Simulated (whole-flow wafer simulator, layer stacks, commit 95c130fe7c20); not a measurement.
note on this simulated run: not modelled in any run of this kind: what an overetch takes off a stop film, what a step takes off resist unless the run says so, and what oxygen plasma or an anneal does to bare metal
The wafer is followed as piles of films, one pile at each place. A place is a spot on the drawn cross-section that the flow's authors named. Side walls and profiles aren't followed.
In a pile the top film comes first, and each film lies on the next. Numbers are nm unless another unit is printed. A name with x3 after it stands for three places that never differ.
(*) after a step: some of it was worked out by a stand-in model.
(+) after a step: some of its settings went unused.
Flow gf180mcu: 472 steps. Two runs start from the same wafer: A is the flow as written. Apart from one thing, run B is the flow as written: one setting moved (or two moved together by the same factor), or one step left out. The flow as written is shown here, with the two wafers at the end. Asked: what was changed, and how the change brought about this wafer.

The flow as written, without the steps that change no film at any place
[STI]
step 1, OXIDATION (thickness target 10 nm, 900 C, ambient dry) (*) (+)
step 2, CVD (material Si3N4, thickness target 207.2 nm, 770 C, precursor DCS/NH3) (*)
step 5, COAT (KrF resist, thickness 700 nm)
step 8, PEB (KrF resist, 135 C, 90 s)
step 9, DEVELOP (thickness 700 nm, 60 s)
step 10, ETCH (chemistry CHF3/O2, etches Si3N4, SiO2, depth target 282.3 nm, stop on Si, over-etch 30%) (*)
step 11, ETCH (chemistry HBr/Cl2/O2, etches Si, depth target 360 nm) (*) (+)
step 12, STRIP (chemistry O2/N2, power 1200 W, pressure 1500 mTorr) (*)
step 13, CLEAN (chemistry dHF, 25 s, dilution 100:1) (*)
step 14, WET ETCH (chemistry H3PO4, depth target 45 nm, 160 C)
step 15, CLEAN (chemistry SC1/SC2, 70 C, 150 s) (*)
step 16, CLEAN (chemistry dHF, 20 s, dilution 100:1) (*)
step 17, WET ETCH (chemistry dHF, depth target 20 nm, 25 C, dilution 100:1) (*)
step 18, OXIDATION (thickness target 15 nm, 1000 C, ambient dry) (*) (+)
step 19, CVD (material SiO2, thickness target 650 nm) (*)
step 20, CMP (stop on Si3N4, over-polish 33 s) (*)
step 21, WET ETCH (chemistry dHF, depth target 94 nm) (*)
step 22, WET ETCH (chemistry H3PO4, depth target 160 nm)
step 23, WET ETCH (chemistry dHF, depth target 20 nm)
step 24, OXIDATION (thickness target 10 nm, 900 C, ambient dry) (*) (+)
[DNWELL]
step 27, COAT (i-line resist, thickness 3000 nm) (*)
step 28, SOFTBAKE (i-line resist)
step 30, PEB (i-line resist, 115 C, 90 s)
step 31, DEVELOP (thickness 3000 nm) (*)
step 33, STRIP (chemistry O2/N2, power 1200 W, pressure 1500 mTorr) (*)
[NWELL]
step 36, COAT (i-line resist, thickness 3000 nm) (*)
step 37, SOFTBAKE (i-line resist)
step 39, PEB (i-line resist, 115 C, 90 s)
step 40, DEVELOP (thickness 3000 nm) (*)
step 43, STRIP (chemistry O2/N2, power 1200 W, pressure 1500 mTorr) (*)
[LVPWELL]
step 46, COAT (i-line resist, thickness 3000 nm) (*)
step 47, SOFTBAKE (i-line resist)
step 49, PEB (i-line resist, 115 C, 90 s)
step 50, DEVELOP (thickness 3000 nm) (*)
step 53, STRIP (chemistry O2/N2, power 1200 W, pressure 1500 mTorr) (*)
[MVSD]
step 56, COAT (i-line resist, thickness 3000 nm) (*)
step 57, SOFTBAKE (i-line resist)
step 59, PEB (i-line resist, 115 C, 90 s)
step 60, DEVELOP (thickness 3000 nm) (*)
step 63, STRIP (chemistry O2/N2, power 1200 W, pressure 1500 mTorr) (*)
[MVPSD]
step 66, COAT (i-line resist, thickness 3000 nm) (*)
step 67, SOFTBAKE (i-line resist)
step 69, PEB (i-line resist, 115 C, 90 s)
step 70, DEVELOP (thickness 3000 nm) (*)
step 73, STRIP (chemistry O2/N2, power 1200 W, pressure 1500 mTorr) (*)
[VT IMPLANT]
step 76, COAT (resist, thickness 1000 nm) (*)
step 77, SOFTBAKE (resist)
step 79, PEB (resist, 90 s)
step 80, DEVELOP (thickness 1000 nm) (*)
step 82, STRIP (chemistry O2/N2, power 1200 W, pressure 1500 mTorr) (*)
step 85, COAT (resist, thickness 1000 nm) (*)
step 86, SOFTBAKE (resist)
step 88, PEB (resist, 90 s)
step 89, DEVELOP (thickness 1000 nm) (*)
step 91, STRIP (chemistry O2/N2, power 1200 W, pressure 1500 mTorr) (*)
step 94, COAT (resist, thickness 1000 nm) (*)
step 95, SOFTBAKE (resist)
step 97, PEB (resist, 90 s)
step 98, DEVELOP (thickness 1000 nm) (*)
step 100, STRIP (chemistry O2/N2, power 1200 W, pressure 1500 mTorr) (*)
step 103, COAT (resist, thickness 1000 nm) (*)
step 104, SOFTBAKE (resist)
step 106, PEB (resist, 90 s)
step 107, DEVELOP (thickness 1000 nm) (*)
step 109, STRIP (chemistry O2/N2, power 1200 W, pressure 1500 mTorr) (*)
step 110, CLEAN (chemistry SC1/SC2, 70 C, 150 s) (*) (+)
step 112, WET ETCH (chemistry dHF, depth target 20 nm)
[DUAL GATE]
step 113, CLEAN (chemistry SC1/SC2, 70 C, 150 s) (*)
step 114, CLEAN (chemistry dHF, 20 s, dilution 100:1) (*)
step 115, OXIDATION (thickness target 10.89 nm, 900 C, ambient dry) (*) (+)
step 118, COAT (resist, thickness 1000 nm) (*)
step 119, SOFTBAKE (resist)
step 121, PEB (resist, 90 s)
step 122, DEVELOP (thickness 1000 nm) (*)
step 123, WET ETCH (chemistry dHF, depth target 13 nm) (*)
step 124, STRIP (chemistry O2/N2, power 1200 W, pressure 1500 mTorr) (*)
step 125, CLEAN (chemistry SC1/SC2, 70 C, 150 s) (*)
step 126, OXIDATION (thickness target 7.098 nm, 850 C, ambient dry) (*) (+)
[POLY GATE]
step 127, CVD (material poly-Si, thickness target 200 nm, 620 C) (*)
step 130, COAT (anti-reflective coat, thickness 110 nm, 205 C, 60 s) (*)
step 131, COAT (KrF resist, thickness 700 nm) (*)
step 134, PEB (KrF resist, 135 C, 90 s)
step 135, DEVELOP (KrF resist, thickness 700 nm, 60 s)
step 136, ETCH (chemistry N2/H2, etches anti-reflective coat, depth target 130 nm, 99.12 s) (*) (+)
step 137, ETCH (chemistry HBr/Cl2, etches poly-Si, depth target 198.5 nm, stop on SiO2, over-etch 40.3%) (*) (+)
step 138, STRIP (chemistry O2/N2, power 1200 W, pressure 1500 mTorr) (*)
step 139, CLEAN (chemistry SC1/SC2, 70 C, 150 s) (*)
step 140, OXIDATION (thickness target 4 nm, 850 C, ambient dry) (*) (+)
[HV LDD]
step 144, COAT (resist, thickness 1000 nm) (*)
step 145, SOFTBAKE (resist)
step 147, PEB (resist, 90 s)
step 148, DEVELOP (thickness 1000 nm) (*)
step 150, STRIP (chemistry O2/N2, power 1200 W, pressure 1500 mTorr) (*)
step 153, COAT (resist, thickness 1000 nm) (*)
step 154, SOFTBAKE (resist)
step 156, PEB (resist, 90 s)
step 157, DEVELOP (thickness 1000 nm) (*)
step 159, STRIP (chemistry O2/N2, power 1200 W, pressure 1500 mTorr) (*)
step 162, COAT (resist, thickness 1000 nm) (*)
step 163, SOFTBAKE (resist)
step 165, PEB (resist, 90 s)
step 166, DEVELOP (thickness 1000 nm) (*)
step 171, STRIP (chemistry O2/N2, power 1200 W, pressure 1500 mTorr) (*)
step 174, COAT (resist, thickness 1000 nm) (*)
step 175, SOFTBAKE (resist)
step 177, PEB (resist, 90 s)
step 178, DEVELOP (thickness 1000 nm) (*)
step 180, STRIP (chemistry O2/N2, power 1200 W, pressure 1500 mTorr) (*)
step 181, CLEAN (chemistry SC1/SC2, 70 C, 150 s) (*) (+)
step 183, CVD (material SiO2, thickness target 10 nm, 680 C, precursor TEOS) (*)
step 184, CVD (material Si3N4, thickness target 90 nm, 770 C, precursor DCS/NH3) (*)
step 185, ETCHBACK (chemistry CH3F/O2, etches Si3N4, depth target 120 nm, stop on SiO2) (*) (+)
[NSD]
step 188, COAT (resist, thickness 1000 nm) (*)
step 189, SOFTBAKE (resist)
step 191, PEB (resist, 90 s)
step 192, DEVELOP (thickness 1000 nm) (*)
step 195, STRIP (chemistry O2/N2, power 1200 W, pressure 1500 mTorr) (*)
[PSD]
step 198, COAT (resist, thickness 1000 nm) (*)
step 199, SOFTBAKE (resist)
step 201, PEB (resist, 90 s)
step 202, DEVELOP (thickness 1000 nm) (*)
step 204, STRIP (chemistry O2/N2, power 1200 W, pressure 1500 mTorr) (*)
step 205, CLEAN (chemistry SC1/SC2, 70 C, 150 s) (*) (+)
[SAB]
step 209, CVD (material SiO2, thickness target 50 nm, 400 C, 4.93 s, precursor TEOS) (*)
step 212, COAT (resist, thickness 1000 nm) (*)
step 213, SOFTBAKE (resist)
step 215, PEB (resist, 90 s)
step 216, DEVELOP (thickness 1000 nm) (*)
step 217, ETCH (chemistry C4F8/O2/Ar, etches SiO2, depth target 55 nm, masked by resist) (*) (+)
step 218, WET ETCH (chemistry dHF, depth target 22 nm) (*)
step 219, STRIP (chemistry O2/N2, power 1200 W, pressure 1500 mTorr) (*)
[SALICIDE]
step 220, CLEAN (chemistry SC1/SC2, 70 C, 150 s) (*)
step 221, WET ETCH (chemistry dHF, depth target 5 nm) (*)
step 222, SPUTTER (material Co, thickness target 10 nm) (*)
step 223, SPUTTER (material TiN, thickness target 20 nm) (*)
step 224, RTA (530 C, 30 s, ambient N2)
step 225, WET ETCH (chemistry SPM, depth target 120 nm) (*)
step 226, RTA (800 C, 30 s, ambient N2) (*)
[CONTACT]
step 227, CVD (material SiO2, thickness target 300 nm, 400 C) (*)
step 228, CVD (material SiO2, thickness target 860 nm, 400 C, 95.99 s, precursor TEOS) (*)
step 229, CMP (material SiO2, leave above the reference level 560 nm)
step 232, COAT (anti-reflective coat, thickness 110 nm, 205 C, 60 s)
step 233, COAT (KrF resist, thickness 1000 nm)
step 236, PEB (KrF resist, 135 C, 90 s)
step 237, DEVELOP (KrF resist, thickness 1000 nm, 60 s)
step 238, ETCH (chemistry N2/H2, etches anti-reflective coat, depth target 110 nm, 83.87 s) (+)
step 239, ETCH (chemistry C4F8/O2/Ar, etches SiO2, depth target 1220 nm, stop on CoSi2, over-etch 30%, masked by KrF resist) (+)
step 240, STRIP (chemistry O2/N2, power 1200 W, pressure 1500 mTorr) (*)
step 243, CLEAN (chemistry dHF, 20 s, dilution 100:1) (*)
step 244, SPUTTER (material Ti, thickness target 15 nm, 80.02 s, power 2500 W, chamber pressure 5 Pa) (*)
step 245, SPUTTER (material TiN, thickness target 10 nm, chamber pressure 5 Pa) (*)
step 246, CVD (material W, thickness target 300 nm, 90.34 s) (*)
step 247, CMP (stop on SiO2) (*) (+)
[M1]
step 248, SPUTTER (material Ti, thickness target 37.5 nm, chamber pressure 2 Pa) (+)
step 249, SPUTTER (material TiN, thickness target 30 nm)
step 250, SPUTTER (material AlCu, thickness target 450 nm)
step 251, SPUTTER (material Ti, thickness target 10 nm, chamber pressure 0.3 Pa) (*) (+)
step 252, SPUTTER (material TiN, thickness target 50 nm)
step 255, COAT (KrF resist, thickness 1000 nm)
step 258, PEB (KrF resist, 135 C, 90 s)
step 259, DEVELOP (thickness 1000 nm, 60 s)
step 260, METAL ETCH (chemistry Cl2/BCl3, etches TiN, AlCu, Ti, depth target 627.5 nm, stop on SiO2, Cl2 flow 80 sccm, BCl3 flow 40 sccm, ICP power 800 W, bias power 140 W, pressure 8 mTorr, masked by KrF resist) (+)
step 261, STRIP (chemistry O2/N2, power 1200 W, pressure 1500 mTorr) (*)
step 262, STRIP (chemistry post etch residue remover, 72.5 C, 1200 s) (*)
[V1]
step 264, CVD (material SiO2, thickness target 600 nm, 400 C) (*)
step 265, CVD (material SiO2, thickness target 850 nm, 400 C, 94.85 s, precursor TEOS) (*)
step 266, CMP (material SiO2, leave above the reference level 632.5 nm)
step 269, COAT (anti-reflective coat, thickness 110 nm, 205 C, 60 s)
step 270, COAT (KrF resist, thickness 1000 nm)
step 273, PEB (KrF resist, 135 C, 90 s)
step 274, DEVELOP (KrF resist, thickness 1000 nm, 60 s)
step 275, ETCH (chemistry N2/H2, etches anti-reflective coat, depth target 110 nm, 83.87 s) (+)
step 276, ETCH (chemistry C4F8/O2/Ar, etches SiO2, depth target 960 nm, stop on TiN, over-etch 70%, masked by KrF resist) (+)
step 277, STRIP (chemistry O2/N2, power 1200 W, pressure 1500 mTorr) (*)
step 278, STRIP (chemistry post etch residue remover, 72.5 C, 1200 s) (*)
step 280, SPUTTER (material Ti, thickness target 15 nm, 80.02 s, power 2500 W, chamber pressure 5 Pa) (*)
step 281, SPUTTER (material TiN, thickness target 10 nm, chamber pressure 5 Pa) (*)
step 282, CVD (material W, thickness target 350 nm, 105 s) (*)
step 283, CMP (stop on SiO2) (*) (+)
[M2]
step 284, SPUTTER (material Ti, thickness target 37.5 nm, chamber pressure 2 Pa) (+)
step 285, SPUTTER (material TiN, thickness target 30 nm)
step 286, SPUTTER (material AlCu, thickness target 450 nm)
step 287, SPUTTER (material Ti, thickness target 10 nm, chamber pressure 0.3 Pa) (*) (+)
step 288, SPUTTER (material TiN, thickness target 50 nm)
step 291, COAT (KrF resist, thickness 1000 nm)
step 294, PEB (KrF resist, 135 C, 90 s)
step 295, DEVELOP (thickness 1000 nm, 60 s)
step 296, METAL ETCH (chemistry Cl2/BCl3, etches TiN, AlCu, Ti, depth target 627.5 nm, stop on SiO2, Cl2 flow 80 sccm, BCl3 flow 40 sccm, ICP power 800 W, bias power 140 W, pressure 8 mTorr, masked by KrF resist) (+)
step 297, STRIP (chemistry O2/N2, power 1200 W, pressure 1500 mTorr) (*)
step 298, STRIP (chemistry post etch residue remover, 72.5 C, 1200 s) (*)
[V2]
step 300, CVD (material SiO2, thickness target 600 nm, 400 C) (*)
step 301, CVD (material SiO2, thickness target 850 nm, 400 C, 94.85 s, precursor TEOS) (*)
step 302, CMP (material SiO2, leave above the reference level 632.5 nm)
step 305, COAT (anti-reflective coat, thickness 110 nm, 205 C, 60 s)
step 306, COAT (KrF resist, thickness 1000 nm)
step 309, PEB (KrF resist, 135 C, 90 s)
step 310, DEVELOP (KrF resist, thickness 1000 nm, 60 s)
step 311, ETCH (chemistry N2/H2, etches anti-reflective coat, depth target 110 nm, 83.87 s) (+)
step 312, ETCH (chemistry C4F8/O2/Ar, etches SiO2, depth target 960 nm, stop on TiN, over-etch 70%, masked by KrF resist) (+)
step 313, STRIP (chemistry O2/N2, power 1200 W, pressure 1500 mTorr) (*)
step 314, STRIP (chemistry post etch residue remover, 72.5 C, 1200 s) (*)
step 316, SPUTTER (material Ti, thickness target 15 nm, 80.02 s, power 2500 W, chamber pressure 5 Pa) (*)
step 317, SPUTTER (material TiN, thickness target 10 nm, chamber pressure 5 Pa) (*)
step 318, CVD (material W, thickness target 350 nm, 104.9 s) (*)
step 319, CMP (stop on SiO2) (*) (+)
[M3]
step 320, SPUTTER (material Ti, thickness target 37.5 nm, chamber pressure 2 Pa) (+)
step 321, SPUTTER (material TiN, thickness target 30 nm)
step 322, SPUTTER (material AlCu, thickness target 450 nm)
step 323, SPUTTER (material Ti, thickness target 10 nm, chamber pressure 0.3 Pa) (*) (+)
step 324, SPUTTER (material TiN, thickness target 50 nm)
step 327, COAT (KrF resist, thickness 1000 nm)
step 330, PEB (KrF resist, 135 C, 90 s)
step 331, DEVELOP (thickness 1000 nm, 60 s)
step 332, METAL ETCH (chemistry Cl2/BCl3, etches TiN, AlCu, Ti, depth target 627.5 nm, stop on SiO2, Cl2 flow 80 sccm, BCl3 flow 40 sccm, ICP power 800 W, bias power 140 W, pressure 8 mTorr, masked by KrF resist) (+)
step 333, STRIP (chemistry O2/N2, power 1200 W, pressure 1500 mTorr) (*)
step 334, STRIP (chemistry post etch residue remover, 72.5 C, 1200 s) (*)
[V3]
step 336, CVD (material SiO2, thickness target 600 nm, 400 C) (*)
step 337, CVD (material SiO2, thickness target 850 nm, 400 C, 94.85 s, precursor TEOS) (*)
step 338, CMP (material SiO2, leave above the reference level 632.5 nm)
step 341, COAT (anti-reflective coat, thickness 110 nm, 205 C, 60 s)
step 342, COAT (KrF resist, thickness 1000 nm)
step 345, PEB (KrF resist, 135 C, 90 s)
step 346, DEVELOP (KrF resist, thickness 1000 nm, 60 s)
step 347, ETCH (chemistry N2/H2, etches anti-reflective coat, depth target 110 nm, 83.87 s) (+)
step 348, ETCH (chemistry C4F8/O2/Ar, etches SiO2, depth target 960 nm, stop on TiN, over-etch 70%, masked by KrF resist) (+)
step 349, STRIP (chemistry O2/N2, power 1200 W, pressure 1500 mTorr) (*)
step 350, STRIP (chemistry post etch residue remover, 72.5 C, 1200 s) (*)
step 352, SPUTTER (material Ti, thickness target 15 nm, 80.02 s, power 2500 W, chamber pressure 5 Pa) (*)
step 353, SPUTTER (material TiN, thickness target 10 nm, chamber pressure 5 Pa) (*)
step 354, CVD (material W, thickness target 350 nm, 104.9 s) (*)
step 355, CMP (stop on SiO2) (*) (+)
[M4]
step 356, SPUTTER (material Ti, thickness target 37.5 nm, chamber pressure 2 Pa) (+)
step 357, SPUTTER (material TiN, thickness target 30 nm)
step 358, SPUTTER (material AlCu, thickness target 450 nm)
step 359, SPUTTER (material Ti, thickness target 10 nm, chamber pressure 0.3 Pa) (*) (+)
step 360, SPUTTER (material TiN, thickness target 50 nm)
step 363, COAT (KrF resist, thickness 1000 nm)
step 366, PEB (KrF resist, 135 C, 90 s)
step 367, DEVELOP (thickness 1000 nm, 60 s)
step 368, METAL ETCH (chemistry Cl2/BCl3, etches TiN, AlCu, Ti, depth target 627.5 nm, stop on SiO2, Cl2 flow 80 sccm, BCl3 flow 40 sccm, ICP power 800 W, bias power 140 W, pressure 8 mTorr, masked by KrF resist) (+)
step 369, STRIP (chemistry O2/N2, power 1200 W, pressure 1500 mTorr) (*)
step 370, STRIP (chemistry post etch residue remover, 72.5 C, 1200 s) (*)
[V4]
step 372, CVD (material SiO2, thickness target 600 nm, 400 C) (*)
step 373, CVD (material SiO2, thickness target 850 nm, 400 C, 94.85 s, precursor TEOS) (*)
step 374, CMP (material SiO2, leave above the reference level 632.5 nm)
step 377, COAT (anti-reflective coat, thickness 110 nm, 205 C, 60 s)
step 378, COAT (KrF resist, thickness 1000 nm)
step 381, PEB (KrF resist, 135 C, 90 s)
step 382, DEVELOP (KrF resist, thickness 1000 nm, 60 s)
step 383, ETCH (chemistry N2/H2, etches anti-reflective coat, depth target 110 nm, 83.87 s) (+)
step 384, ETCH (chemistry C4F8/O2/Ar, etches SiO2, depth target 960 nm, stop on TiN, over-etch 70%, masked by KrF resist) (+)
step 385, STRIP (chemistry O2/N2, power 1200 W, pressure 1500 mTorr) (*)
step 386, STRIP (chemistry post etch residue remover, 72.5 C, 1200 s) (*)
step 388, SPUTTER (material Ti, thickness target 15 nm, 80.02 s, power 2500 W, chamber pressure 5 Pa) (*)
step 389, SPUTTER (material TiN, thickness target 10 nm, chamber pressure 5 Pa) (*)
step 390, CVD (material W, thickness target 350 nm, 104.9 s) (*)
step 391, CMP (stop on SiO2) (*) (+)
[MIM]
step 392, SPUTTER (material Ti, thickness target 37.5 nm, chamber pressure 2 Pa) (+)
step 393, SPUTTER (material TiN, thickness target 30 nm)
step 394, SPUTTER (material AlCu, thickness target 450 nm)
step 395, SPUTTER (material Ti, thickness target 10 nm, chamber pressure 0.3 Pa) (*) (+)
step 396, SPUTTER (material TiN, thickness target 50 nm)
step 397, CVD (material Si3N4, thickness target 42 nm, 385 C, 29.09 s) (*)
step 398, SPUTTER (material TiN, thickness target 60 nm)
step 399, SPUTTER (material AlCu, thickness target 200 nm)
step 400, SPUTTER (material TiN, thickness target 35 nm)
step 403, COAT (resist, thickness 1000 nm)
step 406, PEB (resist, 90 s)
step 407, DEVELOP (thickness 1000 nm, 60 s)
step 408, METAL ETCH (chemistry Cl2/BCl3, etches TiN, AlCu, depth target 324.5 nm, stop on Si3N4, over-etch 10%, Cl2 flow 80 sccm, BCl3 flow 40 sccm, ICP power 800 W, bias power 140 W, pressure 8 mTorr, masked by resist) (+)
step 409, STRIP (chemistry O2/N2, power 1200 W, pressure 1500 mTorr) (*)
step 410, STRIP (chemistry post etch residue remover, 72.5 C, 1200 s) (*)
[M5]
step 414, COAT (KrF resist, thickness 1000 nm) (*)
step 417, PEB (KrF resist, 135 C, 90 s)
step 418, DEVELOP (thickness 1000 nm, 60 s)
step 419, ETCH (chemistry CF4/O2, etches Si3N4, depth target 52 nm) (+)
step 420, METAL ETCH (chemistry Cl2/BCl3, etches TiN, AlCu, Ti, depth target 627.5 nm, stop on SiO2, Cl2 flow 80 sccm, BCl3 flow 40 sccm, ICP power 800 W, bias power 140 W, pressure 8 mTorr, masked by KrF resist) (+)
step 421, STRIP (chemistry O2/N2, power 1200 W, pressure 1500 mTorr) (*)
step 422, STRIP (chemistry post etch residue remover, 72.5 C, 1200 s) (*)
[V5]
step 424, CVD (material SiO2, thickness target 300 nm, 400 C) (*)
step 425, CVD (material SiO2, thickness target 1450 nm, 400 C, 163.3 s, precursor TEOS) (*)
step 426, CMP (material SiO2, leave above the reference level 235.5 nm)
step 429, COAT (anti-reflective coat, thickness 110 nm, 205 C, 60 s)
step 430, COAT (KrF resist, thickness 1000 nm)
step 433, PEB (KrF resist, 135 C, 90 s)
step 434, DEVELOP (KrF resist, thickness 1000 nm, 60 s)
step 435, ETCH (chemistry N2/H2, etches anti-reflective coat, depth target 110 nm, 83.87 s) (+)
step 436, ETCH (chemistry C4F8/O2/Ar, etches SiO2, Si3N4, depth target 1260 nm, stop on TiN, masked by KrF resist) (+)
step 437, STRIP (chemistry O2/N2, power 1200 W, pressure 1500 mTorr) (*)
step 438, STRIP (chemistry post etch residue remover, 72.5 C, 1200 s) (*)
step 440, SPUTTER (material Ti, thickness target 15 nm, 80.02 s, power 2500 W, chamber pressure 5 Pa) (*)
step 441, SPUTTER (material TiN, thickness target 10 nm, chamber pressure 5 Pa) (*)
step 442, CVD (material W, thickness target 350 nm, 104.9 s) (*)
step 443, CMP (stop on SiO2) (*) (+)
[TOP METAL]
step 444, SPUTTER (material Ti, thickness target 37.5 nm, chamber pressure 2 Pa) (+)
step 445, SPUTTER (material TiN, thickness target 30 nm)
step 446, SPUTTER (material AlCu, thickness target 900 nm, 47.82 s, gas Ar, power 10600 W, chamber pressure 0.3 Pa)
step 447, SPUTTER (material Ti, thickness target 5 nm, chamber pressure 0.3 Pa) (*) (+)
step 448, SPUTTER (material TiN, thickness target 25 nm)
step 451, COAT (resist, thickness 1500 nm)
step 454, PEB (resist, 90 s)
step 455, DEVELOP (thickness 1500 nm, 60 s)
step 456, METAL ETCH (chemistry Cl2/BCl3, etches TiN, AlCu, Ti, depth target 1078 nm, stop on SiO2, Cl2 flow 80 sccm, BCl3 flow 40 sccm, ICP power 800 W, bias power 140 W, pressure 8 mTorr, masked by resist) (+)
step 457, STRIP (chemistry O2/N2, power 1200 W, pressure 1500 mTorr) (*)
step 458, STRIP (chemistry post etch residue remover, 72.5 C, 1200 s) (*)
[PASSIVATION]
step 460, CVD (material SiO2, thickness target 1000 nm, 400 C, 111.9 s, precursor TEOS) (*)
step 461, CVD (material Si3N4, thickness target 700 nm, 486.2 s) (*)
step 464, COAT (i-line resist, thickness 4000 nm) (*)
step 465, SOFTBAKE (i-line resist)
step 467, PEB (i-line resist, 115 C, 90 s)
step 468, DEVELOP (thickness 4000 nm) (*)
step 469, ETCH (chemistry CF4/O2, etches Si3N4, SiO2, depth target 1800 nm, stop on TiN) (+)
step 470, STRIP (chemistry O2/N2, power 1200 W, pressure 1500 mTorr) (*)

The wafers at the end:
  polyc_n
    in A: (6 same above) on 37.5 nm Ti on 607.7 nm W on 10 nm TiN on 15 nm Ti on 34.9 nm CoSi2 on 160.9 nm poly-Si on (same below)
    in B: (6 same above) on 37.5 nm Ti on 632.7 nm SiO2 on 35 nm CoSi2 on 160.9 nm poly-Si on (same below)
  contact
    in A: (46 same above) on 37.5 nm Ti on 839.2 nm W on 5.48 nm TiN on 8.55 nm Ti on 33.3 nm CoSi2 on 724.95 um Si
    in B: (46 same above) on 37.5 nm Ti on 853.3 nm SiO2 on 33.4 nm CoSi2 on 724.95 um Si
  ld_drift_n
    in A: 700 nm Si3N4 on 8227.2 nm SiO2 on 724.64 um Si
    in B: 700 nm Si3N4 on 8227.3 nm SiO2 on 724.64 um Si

The reason: step 239, ETCH: chemistry C4F8/O2/Ar, etches SiO2, depth target 1220 nm, stop on CoSi2, over-etch 30%, masked by KrF resist (+), was not run.

Step by step, how the change led to this:
  step 240, STRIP (chemistry O2/N2, power 1200 W, pressure 1500 mTorr) (*)
      field, field__w1, field__w2 and 105 more: A KrF resist loses 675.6 (all of it), anti-reflective coat loses 110 (all of it) | B KrF resist loses 898.9 (all of it), anti-reflective coat loses 110 (all of it)
  step 243, CLEAN (chemistry dHF, 20 s, dilution 100:1) (*)
      contact, polyc_n, polyc_p: A CoSi2 loses 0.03 | B SiO2 loses 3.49
  step 244, SPUTTER (material Ti, thickness target 15 nm, 80.02 s, power 2500 W, chamber pressure 5 Pa) (*)
      contact: A Ti gains 8.55 (new film) | B Ti gains 15 (new film)
  step 245, SPUTTER (material TiN, thickness target 10 nm, chamber pressure 5 Pa) (*)
      contact: A TiN gains 5.48 (new film) | B TiN gains 10 (new film)
  step 246, CVD (material W, thickness target 300 nm, 90.34 s) (*)
      polyc_n, polyc_p: A W gains 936 (new film) | B W gains 300 (new film)
      contact: A W gains 1167.5 (new film) | B W gains 300 (new film)
  step 247, CMP (stop on SiO2) (*) (+)
      contact, polyc_n, polyc_p: A W loses 328.3 | B W loses 300 (all of it), TiN loses 10 (all of it), Ti loses 15 (all of it), SiO2 loses 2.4
If metal films that touch count as one body, polyc_n has 2 bodies (between them, from the top down: SiO2 632.7); the flow as written gives 1 body.
If metal films that touch count as one body, contact has 2 bodies (between them, from the top down: SiO2 853.3); the flow as written gives 1 body.
